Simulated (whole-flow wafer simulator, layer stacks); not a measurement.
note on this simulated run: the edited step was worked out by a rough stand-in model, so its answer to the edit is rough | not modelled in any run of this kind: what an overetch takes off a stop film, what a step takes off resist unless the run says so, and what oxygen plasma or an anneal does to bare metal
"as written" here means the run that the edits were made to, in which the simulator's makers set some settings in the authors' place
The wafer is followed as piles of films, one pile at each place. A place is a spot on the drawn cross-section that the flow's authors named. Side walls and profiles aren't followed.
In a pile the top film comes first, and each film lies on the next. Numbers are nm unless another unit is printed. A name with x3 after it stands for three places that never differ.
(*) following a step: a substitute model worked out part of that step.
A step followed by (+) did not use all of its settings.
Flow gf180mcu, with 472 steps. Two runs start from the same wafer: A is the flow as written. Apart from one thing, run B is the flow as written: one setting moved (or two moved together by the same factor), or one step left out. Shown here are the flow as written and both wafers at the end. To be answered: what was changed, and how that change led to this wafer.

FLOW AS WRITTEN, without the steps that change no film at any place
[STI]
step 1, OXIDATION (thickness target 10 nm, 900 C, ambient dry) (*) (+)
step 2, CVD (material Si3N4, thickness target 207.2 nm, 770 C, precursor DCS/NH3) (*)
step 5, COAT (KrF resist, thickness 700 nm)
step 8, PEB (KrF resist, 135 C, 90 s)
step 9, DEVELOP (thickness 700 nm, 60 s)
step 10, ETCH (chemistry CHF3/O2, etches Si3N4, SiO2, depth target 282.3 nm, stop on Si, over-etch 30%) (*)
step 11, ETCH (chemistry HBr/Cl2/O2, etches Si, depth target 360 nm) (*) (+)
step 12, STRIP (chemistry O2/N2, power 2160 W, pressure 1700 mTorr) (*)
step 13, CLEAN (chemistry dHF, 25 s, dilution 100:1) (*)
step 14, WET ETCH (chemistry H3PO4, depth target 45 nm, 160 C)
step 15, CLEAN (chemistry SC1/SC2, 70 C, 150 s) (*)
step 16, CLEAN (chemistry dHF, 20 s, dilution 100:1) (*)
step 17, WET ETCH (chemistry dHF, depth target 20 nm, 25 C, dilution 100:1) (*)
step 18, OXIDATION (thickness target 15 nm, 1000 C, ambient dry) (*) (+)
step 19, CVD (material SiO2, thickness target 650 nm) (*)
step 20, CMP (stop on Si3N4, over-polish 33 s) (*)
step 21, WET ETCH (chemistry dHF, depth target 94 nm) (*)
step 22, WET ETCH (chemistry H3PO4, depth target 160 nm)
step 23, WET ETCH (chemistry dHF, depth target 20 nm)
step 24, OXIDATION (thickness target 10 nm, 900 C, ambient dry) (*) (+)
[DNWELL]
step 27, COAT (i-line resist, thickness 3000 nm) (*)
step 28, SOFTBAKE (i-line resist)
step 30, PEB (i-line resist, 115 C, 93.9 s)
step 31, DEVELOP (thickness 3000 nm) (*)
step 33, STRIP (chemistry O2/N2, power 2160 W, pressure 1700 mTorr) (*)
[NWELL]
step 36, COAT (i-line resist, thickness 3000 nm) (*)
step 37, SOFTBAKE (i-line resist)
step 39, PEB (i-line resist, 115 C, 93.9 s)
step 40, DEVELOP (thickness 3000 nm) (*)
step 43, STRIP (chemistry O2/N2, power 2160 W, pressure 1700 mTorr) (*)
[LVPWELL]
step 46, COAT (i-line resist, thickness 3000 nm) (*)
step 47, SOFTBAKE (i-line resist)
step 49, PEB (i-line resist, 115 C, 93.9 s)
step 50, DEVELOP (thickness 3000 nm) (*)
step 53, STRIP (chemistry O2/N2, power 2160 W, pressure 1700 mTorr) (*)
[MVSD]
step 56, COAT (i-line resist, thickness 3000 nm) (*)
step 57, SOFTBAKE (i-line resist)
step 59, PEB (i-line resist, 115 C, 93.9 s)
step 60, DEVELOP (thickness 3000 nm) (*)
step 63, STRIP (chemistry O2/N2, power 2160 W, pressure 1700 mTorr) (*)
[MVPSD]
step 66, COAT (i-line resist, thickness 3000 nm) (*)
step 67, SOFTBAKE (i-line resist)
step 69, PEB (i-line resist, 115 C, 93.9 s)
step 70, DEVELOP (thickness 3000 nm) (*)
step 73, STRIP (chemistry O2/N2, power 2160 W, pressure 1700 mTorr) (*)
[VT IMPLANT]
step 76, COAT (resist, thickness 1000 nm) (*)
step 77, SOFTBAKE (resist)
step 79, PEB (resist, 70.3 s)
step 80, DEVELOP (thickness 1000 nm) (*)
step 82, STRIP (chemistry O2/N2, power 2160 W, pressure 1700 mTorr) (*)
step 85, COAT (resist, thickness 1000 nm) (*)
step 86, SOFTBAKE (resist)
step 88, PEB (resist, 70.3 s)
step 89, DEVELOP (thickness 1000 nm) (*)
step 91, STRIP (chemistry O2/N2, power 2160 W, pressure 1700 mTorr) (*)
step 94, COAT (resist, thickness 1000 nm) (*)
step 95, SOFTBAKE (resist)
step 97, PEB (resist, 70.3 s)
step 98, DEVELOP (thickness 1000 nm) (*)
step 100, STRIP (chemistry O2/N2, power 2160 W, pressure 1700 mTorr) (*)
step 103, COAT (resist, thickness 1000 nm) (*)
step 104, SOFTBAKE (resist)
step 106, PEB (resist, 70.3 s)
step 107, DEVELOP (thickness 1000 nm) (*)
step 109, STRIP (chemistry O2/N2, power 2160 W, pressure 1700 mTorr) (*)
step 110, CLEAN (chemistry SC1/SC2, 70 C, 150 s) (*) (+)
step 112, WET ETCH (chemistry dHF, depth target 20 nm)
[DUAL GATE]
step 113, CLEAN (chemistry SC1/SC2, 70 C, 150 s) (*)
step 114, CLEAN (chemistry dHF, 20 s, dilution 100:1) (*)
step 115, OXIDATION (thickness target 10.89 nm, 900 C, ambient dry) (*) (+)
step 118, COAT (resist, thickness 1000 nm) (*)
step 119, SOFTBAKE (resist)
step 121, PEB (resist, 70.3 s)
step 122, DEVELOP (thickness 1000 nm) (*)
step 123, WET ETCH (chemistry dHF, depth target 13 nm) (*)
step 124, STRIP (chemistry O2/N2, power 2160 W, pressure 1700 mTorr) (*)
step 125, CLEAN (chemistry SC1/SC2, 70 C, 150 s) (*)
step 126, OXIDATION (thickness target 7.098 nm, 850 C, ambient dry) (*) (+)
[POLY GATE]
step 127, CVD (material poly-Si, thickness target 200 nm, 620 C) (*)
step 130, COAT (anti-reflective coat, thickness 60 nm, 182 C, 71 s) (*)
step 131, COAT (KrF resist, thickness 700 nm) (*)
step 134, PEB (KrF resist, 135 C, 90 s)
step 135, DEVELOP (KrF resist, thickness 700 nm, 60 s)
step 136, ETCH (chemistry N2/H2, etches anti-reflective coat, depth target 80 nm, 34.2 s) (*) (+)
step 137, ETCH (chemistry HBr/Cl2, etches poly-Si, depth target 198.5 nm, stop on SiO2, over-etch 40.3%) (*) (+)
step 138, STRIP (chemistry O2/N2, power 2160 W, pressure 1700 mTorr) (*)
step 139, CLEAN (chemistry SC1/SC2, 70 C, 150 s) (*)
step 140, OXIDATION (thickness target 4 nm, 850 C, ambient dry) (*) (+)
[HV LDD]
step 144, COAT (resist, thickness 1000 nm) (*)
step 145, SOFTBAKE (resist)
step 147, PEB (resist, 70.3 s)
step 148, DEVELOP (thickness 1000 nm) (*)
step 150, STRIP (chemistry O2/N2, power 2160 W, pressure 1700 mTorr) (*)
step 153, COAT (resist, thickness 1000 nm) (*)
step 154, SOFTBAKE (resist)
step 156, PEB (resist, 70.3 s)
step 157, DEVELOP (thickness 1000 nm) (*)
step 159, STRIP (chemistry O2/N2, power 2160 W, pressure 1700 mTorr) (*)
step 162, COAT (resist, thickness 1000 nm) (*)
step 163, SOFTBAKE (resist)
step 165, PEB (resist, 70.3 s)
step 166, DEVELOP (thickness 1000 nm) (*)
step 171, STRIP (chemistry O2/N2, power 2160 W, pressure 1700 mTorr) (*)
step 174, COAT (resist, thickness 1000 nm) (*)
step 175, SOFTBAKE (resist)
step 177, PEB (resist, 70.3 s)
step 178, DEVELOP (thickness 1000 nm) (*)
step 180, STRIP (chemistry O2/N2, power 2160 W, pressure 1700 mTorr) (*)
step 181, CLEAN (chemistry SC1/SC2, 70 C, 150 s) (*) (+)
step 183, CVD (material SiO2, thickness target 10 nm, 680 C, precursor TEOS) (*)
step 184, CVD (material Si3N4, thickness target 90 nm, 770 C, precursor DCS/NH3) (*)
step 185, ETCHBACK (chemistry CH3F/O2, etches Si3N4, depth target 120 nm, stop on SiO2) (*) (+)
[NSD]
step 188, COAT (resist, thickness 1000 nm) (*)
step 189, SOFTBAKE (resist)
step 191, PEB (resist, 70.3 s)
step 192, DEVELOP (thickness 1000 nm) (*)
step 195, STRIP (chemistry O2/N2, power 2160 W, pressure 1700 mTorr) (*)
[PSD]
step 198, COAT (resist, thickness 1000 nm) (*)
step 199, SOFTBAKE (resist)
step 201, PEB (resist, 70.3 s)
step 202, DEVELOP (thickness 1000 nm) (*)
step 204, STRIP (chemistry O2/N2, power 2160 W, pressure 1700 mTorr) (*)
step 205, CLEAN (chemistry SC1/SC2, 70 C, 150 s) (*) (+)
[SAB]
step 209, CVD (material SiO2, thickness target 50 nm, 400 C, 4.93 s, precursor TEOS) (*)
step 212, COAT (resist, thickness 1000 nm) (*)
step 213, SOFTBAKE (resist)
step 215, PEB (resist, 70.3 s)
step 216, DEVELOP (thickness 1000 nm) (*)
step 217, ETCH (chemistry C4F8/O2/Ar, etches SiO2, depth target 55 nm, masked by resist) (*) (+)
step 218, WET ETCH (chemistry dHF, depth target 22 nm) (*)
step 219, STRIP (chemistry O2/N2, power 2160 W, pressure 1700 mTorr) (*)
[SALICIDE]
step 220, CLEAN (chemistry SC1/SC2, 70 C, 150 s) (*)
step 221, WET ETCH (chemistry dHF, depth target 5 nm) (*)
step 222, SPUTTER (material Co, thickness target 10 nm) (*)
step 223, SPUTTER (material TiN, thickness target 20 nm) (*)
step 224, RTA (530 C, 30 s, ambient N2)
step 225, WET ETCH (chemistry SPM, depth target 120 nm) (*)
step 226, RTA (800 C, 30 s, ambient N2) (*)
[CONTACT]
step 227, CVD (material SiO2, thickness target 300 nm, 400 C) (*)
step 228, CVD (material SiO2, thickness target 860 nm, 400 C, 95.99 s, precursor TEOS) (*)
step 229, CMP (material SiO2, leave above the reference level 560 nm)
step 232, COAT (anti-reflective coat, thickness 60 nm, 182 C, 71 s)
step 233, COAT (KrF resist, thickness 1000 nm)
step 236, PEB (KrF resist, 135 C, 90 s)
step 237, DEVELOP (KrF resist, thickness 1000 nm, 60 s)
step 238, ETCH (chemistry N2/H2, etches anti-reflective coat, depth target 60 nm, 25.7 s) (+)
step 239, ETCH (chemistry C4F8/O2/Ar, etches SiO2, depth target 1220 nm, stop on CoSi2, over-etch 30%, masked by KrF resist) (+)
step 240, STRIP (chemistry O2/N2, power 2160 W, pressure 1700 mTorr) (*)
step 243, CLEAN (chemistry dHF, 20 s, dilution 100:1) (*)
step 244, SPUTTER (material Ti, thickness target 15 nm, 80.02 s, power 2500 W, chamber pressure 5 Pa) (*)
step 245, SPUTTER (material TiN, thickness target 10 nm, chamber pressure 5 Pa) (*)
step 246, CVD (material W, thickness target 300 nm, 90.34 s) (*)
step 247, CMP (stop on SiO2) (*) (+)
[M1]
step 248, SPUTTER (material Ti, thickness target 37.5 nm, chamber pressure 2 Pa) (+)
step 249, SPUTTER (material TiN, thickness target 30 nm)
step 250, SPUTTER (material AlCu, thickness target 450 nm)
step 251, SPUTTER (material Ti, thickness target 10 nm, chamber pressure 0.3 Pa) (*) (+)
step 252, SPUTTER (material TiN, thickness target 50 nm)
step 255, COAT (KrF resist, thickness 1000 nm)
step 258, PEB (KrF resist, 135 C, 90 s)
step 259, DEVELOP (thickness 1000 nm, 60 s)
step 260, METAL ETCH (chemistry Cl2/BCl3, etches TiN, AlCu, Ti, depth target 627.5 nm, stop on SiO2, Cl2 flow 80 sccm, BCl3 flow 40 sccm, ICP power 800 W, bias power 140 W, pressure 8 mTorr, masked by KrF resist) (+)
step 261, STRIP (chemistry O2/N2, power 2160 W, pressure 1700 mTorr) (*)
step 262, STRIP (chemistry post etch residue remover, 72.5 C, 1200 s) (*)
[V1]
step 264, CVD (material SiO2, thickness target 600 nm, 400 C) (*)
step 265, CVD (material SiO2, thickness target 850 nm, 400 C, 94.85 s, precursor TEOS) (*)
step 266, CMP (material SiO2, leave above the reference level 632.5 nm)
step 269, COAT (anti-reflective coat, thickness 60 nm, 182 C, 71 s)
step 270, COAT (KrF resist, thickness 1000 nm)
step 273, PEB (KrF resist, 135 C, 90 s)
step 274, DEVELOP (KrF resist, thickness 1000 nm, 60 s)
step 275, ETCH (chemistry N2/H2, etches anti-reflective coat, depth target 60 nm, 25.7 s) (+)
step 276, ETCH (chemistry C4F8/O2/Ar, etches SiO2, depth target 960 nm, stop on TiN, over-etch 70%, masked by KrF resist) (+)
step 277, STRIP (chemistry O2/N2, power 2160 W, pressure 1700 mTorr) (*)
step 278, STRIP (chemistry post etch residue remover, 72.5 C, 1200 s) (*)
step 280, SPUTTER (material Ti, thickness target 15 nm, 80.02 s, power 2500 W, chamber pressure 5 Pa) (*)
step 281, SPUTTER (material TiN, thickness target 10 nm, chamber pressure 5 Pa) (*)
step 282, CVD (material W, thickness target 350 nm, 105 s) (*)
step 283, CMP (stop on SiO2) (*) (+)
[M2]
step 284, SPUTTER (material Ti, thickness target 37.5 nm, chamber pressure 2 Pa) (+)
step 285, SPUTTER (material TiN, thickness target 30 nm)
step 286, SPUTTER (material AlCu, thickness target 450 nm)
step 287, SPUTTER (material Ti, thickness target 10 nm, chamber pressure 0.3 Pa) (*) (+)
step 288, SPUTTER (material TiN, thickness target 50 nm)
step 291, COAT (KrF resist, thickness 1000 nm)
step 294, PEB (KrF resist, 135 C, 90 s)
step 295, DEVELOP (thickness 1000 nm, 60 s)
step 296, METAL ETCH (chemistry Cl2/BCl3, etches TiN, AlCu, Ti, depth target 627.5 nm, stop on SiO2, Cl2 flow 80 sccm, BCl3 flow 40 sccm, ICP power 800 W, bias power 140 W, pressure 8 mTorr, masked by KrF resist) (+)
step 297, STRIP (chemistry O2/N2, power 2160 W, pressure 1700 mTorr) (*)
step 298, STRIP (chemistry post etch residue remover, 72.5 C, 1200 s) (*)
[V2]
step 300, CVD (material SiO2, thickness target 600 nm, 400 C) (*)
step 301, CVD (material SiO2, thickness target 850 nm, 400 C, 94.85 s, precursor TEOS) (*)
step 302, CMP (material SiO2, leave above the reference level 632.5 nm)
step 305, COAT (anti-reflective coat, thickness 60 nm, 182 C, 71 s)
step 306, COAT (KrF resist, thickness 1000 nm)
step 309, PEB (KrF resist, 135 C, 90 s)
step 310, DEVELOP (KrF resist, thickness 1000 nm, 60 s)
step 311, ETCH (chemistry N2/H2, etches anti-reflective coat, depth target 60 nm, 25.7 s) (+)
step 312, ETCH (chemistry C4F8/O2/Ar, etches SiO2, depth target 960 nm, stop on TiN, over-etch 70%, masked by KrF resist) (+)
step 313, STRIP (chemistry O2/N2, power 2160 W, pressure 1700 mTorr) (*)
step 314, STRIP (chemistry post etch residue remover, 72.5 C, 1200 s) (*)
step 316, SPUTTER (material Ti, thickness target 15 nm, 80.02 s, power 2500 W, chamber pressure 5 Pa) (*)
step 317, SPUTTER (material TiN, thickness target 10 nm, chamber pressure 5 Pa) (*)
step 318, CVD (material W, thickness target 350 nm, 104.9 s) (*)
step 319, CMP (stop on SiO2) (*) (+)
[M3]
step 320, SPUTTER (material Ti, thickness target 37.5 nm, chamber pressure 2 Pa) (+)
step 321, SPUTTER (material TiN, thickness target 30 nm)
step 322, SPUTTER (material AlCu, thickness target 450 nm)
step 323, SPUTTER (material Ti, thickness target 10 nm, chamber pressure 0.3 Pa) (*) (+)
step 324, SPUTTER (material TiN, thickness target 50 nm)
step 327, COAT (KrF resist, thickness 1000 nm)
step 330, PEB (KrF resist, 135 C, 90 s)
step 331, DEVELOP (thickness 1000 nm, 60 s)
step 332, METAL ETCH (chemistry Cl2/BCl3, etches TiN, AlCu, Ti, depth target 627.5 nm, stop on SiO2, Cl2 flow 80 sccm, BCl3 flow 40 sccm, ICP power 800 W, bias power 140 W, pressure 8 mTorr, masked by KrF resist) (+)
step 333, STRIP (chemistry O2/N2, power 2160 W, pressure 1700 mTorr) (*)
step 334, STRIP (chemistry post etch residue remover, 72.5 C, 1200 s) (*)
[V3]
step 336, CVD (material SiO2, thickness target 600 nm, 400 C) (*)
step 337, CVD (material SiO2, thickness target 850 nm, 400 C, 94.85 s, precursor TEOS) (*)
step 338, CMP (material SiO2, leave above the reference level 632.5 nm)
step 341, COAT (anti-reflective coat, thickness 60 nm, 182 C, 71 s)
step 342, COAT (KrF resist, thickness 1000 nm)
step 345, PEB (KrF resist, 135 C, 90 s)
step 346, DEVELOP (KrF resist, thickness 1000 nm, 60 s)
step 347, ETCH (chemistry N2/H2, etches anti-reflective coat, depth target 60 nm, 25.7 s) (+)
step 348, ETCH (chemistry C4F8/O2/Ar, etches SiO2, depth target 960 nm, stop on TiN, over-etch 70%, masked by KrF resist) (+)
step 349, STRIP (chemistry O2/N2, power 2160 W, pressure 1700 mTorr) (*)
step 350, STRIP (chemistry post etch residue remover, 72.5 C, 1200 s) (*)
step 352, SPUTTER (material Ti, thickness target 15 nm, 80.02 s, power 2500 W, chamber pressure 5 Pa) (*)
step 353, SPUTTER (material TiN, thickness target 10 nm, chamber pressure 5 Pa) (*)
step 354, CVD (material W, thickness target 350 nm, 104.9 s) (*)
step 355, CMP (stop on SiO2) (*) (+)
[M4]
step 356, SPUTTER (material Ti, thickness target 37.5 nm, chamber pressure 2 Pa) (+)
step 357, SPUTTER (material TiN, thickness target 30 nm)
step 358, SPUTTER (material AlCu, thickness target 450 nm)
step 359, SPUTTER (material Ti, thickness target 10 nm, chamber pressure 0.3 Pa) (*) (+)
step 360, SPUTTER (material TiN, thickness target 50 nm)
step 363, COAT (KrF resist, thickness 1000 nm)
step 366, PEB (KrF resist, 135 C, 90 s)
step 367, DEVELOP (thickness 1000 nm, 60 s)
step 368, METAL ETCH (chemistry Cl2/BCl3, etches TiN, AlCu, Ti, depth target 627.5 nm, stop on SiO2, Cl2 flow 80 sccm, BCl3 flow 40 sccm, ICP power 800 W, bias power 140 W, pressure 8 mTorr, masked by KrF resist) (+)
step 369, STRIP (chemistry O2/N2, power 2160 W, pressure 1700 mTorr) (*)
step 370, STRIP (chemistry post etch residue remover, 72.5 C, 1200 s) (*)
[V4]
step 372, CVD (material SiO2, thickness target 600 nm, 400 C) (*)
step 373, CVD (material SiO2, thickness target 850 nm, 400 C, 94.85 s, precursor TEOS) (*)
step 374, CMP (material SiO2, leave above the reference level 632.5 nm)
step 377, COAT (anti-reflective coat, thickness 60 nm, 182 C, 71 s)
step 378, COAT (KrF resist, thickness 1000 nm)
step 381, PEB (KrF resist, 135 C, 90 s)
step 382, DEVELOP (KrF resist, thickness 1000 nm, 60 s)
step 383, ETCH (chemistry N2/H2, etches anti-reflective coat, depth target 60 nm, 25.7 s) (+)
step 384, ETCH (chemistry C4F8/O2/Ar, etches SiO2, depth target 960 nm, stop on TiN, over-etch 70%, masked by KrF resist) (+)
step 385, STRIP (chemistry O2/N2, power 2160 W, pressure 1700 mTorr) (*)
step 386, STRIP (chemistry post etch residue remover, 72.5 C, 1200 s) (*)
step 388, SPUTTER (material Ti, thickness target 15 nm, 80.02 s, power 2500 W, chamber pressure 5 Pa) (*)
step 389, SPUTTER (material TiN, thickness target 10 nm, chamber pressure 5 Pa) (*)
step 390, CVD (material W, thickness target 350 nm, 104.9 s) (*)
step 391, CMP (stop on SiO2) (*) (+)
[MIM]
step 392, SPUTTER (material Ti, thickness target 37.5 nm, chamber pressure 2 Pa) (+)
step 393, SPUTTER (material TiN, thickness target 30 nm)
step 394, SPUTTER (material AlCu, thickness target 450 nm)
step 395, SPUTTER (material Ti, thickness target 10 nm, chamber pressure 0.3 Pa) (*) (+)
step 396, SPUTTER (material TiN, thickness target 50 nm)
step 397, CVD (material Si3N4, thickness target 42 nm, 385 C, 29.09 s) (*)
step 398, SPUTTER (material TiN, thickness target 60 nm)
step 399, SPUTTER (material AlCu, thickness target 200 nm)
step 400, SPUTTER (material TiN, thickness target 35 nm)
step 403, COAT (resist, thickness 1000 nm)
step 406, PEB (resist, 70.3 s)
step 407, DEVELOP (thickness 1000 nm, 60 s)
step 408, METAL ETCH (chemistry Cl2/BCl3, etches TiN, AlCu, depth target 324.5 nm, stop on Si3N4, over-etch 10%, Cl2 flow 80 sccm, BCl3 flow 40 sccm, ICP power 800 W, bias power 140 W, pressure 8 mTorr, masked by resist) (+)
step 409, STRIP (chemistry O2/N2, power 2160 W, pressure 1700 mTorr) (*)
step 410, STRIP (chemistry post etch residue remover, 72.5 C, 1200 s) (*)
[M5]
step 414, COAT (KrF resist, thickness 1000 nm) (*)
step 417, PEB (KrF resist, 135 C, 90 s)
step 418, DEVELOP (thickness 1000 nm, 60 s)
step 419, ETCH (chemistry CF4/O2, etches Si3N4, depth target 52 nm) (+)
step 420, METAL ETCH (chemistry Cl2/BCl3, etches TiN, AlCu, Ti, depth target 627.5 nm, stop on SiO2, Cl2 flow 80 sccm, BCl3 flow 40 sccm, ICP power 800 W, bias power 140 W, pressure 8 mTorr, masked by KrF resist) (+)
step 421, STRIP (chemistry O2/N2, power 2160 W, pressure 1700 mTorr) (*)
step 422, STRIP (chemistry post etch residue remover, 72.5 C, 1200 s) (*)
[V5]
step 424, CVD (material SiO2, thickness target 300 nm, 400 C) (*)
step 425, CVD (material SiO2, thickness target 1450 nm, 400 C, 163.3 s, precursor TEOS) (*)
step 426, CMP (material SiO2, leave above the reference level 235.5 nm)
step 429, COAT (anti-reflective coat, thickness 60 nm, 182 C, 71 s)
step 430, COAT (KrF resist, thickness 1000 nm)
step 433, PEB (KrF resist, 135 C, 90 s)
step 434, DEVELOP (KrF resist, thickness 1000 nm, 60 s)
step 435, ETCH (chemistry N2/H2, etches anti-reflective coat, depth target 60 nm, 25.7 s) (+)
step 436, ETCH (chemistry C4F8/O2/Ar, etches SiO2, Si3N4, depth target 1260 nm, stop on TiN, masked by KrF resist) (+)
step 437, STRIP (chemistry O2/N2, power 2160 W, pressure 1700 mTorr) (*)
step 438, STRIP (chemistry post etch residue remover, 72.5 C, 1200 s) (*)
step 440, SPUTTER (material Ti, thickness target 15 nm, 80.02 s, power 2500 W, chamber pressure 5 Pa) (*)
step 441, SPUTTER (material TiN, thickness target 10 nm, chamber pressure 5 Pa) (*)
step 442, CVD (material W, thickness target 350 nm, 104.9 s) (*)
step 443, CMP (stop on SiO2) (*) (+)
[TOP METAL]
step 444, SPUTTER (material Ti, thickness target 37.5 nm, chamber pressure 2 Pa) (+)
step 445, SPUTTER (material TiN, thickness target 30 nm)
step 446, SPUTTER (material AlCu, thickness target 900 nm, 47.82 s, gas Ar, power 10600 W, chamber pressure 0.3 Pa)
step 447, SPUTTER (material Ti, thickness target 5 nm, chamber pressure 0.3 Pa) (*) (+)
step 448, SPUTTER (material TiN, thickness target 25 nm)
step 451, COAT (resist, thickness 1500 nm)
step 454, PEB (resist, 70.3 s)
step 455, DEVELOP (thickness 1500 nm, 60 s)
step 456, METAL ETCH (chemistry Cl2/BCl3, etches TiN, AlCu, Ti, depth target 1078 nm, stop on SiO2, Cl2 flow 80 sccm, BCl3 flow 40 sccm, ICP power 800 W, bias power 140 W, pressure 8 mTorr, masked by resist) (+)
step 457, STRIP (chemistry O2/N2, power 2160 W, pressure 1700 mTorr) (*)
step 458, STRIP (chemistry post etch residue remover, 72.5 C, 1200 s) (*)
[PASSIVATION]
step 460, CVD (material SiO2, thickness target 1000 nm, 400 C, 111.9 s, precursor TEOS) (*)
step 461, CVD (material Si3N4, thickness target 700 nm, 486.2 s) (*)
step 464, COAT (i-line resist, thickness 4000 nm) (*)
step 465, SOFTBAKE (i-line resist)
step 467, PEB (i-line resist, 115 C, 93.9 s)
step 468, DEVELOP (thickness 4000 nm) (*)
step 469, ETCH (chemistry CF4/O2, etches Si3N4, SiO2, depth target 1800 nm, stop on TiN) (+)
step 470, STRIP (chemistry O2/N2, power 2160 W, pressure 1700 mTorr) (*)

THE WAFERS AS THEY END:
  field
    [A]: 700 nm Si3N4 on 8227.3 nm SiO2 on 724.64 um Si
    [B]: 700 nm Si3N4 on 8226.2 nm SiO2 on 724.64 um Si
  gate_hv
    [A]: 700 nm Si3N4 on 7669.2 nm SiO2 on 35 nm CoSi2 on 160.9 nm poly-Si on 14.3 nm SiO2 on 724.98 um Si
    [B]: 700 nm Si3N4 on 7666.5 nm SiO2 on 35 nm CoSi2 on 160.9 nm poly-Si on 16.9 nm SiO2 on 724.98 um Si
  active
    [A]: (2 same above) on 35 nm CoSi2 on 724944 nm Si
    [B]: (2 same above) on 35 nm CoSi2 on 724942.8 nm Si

The reason: step 126, OXIDATION: thickness target 10.11 nm was run, whereas the flow has thickness target 7.098 nm.

The path from the change to this, step by step:
  step 126, OXIDATION (thickness target 7.098 nm, 850 C, ambient dry) (*) (+)
      gate_hv, active_hv, active_nat and 25 more: A SiO2 gains 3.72, Si loses 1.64 | B SiO2 gains 6.31, Si loses 2.78
      active, n_well, p_well and 12 more: A SiO2 gains 7.1 (new film), chemical SiO2 loses 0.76 (all of it), Si loses 2.79 | B SiO2 gains 10.1 (new film), chemical SiO2 loses 0.76 (all of it), Si loses 4.12
  step 189, SOFTBAKE (resist)
      nw_enc_fld_lv__w3: A resist gains 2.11 | B resist loses 1.6
  step 199, SOFTBAKE (resist)
      nw_enc_fld_lv__w3: A resist gains 2.11 | B resist loses 1.6
  step 218, WET ETCH (chemistry dHF, depth target 22 nm) (*)
      active, p_well, sd_n, iso_ptap_pw, iso_ntap_nw, iso_ptap_sub, vpnp_e: A SiO2 loses 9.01 (all of it) | B SiO2 loses 11.9 (all of it)
      ldn_tap, ldn_src, ldn_drn, ldp_tap, ldp_src, ldp_drn, ldp_gr: A SiO2 loses 16 (all of it) | B SiO2 loses 18.4 (all of it)
      (and at 9 other places as well)
